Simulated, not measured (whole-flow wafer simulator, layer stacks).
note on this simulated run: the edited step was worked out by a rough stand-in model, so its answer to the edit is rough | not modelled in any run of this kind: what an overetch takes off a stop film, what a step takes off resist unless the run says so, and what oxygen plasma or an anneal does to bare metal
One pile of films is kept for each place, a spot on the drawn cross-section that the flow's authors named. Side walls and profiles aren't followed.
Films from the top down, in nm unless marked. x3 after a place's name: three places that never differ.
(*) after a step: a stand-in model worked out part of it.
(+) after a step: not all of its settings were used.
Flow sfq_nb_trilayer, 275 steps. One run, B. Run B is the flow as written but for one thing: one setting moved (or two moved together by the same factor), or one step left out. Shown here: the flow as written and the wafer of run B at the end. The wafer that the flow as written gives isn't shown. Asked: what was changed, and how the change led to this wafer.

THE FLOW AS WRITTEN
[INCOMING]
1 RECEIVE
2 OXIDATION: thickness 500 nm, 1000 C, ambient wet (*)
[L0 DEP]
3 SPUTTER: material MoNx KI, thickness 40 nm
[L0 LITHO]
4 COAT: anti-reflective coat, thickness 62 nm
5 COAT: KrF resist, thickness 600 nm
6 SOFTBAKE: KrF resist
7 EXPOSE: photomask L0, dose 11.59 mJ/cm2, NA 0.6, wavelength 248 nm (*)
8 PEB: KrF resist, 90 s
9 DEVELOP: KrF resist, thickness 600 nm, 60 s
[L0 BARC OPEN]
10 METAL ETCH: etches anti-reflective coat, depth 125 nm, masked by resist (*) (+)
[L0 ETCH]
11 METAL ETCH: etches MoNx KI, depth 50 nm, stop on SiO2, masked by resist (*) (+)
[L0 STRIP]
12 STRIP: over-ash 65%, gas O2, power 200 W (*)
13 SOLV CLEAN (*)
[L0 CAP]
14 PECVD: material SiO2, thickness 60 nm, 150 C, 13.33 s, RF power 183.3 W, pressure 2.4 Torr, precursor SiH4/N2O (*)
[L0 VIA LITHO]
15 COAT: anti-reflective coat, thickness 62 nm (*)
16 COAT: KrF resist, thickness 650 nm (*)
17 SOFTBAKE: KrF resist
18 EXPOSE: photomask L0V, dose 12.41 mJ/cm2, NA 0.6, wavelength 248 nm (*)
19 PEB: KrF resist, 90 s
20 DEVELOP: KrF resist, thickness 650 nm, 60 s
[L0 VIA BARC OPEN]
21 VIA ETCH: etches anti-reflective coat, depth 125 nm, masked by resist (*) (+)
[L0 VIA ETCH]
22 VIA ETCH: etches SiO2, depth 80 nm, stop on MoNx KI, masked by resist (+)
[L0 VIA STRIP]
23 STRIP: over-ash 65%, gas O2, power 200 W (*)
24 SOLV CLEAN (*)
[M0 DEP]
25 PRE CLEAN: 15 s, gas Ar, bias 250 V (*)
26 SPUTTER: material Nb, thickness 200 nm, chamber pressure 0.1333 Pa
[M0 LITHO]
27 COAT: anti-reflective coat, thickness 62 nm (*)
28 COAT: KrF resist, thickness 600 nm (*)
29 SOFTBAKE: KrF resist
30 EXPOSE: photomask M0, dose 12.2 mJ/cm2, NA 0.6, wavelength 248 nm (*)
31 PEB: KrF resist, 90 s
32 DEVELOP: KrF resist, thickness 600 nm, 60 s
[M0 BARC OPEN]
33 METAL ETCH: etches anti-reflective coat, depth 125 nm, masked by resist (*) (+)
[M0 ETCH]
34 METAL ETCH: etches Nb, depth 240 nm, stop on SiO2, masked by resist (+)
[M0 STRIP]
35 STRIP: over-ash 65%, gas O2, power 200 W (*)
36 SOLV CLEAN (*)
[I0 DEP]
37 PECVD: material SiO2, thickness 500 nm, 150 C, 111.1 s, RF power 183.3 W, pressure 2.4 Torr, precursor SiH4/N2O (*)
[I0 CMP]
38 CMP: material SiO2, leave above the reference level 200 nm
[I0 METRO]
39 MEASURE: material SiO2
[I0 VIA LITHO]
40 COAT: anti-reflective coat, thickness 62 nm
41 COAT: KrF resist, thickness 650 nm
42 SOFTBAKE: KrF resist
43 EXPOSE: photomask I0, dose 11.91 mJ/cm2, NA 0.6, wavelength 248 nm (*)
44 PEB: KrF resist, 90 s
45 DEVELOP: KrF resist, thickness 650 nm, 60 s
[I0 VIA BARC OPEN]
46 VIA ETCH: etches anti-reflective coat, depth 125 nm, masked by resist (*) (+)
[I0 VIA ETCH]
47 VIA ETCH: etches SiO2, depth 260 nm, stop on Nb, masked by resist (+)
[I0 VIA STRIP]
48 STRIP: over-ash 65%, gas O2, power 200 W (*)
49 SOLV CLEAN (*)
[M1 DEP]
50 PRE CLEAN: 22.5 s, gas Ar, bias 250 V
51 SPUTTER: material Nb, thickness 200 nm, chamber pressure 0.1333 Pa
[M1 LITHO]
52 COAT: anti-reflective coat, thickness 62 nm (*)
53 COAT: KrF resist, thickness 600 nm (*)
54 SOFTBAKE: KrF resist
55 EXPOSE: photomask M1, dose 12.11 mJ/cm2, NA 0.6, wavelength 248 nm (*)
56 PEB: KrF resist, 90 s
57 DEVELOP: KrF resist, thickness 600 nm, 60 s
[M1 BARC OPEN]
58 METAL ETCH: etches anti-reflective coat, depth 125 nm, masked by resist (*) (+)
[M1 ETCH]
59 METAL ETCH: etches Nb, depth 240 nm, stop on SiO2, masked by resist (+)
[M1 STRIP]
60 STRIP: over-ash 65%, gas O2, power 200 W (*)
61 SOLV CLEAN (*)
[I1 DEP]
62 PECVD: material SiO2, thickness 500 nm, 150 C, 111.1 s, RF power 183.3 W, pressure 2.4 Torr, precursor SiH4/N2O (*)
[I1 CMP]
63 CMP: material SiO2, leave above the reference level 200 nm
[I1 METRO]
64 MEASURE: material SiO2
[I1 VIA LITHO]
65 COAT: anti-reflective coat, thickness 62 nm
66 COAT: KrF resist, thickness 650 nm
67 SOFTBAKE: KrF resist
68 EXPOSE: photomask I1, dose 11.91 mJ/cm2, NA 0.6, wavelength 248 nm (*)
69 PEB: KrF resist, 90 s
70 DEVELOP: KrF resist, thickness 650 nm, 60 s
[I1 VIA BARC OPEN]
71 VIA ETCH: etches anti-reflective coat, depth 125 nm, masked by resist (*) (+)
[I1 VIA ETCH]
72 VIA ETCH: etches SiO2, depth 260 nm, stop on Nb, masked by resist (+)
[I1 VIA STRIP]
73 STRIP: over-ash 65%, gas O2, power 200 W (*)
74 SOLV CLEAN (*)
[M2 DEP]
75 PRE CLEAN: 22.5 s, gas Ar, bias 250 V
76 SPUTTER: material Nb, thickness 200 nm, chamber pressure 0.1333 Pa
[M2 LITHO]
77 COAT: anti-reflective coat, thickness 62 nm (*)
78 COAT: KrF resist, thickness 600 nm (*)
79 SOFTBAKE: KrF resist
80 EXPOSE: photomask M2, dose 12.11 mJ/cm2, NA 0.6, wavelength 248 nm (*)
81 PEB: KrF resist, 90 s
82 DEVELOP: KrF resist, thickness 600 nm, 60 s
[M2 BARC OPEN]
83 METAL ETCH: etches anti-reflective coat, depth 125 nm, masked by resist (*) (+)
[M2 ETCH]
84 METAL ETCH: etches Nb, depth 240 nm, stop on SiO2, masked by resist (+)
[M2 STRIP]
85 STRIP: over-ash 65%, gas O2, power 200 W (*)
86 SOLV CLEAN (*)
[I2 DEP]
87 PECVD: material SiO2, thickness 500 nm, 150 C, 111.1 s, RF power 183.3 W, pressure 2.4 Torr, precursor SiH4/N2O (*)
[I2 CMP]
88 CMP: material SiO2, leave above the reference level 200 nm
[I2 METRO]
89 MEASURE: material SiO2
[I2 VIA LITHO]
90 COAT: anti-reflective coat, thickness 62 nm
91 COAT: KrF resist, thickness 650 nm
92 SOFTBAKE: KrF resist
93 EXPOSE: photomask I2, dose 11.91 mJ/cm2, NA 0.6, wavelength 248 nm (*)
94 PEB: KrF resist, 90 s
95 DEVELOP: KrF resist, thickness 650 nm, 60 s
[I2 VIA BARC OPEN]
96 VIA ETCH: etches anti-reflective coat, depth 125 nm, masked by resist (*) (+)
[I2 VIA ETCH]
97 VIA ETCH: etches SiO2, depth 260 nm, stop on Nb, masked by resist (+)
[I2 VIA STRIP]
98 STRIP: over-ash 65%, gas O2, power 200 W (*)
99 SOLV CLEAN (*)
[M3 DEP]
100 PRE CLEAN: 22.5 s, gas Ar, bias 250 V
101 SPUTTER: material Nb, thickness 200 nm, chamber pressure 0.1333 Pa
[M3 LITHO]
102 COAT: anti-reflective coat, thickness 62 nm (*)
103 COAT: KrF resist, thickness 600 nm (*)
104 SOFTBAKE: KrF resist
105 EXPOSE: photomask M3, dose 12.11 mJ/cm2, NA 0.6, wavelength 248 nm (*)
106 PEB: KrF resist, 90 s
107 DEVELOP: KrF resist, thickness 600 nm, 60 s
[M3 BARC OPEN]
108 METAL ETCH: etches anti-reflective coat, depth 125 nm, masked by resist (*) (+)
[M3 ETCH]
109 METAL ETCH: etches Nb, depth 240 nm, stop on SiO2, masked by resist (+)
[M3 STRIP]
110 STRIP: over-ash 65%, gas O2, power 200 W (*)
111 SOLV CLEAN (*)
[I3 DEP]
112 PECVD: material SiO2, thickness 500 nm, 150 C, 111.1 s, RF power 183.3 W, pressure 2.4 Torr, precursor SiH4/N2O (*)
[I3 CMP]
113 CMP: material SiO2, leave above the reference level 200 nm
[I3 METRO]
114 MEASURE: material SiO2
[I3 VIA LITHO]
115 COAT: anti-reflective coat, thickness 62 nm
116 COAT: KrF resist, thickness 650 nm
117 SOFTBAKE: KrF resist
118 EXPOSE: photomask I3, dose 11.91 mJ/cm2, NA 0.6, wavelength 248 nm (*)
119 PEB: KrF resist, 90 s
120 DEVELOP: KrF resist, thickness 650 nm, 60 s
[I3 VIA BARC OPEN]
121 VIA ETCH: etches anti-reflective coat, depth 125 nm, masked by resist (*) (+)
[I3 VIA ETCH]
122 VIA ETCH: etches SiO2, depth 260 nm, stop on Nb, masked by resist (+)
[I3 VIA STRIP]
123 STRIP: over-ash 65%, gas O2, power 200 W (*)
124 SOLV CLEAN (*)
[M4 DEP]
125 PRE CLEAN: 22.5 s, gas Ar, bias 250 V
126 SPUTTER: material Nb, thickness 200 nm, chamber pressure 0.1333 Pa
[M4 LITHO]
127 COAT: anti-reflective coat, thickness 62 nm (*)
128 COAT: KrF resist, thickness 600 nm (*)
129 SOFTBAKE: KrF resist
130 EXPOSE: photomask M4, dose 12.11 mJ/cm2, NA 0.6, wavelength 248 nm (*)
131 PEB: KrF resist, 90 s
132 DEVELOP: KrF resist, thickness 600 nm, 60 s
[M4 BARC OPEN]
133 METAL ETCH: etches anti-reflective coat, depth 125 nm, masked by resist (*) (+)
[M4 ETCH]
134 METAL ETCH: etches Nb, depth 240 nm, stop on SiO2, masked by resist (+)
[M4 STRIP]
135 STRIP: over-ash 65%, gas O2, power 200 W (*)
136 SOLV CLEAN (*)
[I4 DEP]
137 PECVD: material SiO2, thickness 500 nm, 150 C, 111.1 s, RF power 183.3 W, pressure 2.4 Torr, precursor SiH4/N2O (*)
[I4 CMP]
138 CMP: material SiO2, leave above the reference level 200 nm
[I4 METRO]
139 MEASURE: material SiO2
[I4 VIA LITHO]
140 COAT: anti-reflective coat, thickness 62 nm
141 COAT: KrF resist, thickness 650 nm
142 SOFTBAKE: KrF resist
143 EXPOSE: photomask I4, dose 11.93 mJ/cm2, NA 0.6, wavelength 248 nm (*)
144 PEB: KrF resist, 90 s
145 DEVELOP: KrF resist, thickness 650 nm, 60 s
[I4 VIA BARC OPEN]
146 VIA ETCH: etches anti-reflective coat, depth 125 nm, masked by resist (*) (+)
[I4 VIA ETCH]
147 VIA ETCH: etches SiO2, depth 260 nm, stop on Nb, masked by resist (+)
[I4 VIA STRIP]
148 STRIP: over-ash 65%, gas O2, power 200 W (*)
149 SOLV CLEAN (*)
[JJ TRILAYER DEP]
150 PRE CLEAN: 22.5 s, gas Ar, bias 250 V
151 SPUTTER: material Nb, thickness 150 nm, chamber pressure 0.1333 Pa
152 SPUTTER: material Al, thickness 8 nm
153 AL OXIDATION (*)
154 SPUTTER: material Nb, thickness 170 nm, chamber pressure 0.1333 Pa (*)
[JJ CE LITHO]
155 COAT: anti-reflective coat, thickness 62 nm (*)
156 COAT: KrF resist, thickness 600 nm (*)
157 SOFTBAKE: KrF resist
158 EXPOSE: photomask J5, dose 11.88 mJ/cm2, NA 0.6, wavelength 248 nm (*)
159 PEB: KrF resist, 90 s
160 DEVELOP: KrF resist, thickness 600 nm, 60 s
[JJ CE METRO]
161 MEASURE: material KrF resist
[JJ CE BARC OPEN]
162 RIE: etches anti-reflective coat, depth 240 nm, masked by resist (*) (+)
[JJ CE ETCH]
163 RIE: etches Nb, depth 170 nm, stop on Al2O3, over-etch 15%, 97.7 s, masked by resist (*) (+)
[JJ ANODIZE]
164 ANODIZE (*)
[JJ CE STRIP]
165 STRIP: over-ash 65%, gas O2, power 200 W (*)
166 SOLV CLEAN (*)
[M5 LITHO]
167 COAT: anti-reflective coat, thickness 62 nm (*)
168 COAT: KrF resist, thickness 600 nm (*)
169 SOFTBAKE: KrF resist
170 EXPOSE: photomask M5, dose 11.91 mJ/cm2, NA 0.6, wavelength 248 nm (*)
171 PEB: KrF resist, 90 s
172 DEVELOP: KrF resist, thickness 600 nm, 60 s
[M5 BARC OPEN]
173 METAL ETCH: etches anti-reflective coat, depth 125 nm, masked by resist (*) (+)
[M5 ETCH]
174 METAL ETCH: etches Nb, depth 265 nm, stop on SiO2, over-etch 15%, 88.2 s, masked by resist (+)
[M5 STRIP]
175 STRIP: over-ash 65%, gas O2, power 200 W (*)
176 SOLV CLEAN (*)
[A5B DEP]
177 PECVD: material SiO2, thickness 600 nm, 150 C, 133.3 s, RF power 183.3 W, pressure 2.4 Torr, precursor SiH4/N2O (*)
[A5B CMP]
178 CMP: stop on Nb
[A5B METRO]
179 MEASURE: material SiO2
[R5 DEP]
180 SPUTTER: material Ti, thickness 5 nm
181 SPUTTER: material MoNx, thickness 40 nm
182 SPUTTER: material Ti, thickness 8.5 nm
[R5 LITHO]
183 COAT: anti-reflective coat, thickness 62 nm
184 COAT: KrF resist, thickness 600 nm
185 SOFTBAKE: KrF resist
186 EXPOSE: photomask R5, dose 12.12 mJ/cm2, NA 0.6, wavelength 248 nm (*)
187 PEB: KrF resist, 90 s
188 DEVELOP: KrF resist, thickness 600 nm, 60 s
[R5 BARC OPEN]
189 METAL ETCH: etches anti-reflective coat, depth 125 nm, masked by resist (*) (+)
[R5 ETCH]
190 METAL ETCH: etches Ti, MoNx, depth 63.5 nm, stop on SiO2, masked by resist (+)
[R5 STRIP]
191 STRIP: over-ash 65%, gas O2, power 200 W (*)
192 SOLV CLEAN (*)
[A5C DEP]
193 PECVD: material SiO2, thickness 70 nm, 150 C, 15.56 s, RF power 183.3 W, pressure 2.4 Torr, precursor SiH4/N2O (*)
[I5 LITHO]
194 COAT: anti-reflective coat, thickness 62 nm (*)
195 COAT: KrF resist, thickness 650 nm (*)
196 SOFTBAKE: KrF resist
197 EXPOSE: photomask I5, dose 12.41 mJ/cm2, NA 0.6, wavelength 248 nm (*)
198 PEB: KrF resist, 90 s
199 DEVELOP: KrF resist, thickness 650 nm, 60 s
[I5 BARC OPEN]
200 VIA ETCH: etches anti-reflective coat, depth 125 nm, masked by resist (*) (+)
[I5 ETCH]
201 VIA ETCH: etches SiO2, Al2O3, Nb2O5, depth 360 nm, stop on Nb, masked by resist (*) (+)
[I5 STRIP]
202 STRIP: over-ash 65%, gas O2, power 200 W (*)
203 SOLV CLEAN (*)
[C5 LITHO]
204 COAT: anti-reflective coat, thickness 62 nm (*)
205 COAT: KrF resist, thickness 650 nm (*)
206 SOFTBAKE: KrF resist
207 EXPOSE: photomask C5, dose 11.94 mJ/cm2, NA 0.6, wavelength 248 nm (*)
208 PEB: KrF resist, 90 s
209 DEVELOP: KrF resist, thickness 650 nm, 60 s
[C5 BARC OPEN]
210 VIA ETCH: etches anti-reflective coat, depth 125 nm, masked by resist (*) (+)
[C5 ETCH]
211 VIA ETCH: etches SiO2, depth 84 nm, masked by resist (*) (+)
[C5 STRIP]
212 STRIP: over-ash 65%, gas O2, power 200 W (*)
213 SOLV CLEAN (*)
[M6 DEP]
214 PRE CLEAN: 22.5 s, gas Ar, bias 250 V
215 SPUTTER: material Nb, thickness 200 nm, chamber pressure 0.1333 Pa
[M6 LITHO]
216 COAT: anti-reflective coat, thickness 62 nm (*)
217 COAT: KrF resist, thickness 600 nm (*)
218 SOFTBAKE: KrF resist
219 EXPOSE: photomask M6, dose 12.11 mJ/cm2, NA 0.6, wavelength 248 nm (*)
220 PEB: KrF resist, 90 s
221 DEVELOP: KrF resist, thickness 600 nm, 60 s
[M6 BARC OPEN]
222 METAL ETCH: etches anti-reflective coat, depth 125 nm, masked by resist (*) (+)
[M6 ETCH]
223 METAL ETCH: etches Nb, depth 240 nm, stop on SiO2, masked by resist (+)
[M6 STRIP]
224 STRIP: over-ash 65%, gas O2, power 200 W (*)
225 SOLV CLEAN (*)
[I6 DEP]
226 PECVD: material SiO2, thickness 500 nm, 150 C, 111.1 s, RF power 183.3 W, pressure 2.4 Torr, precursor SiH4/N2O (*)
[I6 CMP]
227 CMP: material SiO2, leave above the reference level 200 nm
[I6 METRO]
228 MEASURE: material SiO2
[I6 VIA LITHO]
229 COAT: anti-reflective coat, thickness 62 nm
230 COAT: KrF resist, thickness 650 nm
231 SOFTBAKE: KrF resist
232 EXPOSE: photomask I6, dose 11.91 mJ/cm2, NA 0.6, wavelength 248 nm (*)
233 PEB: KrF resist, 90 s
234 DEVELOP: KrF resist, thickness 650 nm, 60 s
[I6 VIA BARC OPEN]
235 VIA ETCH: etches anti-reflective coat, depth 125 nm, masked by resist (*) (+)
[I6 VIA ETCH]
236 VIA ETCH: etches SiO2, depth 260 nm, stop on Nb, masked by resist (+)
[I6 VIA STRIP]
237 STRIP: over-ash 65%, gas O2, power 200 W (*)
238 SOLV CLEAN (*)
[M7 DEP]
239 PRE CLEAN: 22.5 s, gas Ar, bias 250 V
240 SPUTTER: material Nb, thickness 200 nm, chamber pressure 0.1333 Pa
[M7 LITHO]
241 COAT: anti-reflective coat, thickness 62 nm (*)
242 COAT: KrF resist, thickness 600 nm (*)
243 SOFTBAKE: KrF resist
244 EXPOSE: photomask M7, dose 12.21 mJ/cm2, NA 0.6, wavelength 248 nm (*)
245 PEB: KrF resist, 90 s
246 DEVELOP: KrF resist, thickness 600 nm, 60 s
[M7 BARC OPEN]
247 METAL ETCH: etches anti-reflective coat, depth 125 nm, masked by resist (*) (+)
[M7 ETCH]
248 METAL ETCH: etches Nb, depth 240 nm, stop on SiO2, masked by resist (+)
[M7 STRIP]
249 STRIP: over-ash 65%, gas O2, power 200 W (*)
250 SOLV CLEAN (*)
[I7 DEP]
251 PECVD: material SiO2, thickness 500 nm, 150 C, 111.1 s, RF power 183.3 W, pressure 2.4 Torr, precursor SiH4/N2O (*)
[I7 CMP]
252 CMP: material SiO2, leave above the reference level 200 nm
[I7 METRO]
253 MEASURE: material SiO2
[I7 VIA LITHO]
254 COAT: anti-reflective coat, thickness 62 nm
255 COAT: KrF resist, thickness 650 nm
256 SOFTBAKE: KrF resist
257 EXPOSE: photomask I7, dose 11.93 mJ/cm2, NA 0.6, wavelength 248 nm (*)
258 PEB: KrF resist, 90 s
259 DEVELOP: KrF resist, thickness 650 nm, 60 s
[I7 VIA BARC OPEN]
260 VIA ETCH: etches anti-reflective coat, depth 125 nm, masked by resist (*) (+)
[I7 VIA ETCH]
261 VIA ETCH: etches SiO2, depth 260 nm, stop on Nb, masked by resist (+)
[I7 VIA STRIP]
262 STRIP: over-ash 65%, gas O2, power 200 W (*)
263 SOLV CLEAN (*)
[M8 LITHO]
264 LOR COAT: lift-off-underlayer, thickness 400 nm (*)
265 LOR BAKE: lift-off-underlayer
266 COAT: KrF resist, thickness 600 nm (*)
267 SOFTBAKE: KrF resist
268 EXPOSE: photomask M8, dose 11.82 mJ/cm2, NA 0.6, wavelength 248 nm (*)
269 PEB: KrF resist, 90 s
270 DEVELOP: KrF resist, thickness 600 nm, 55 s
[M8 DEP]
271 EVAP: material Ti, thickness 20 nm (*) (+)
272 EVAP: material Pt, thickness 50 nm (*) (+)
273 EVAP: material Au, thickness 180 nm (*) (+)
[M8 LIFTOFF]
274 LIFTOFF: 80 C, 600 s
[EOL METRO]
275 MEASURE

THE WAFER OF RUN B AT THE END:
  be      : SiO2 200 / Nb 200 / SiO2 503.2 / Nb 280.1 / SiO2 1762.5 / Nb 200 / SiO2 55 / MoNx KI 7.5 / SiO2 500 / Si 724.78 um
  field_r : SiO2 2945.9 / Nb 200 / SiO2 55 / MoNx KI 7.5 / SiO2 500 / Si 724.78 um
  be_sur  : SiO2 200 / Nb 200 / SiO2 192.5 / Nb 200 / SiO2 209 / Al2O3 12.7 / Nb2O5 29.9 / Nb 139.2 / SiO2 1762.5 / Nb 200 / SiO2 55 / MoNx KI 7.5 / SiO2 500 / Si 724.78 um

The cause: step 11, METAL ETCH: depth 32.5 nm was run, where the flow has depth 50 nm.

How the change led to this, step by step:
  11 METAL ETCH: etches MoNx KI, depth 50 nm, stop on SiO2, masked by resist (*) (+)
      v_sur, via_wl, via_w and 97 more: MoNx KI -32.5 (as written it would be: MoNx KI -40 (all of it))
      field_l, l0_sur, l0v, l0r_line_l, l0r_line_c, l0r_line_r: KrF resist -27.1 (as written it would be: KrF resist -41.7)
  12 STRIP: over-ash 65%, gas O2, power 200 W (*)
      field_l, l0_sur, l0v, l0r_line_l, l0r_line_c, l0r_line_r: KrF resist -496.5 (all of it), anti-reflective coat -62 (all of it) (as written it would be: KrF resist -481.9 (all of it), anti-reflective coat -62 (all of it))
  14 PECVD: material SiO2, thickness 60 nm, 150 C, 13.33 s, RF power 183.3 W, pressure 2.4 Torr, precursor SiH4/N2O (*)
      v_sur, via_wl, via_w and 97 more: SiO2 +60 (new film) (as written it would be: SiO2 +60)
  15 COAT: anti-reflective coat, thickness 62 nm (*)
      v_sur: anti-reflective coat +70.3 (new film) (as written it would be: anti-reflective coat +72.2 (new film))
      l0_sur: anti-reflective coat +55.5 (new film) (as written it would be: anti-reflective coat +54.2 (new film))
      (and at 1 more place)
  23 STRIP: over-ash 65%, gas O2, power 200 W (*)
      v_sur: KrF resist -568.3 (all of it), anti-reflective coat -70.3 (all of it) (as written it would be: KrF resist -570.5 (all of it), anti-reflective coat -72.2 (all of it))
      l0_sur: KrF resist -554.2 (all of it), anti-reflective coat -55.5 (all of it) (as written it would be: KrF resist -552.8 (all of it), anti-reflective coat -54.2 (all of it))
      (and at 1 more place)
  27 COAT: anti-reflective coat, thickness 62 nm (*)
      v_sur: anti-reflective coat +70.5 (new film) (as written it would be: anti-reflective coat +72.3 (new film))
      l0_sur: anti-reflective coat +48.5 (new film) (as written it would be: anti-reflective coat +47.5 (new film))
      (and at 1 more place)
  35 STRIP: over-ash 65%, gas O2, power 200 W (*)
      v_sur: KrF resist -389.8 (all of it), anti-reflective coat -70.5 (all of it) (as written it would be: KrF resist -391.6 (all of it), anti-reflective coat -72.3 (all of it))
      l0_sur: KrF resist -373.8 (all of it), anti-reflective coat -48.5 (all of it) (as written it would be: KrF resist -372 (all of it), anti-reflective coat -47.5 (all of it))
      (and at 1 more place)
  38 CMP: material SiO2, leave above the reference level 200 nm
      field_l, l0_sur, l0r_line_l, l0r_line_c, l0r_line_r: SiO2 -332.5 (as written it would be: SiO2 -340)
      l0v: SiO2 -270.3 (as written it would be: SiO2 -277.8)
Counting metal films that touch as one body, be has 4 bodies (between them, from the top down: SiO2 503.2; SiO2 1762.5; SiO2 55); the flow as written gives 3 bodies (between them, from the top down: SiO2 503.2; SiO2 1762.5).
Counting metal films that touch as one body, field_r has 2 bodies (between them, from the top down: SiO2 55); the flow as written gives 1 body.
Counting metal films that touch as one body, be_sur has 5 bodies (between them, from the top down: SiO2 192.5; SiO2 209 / Al2O3 12.7 / Nb2O5 29.9; SiO2 1762.5; SiO2 55); the flow as written gives 4 bodies (between them, from the top down: SiO2 192.5; SiO2 209 / Al2O3 12.7 / Nb2O5 29.9; SiO2 1762.5).
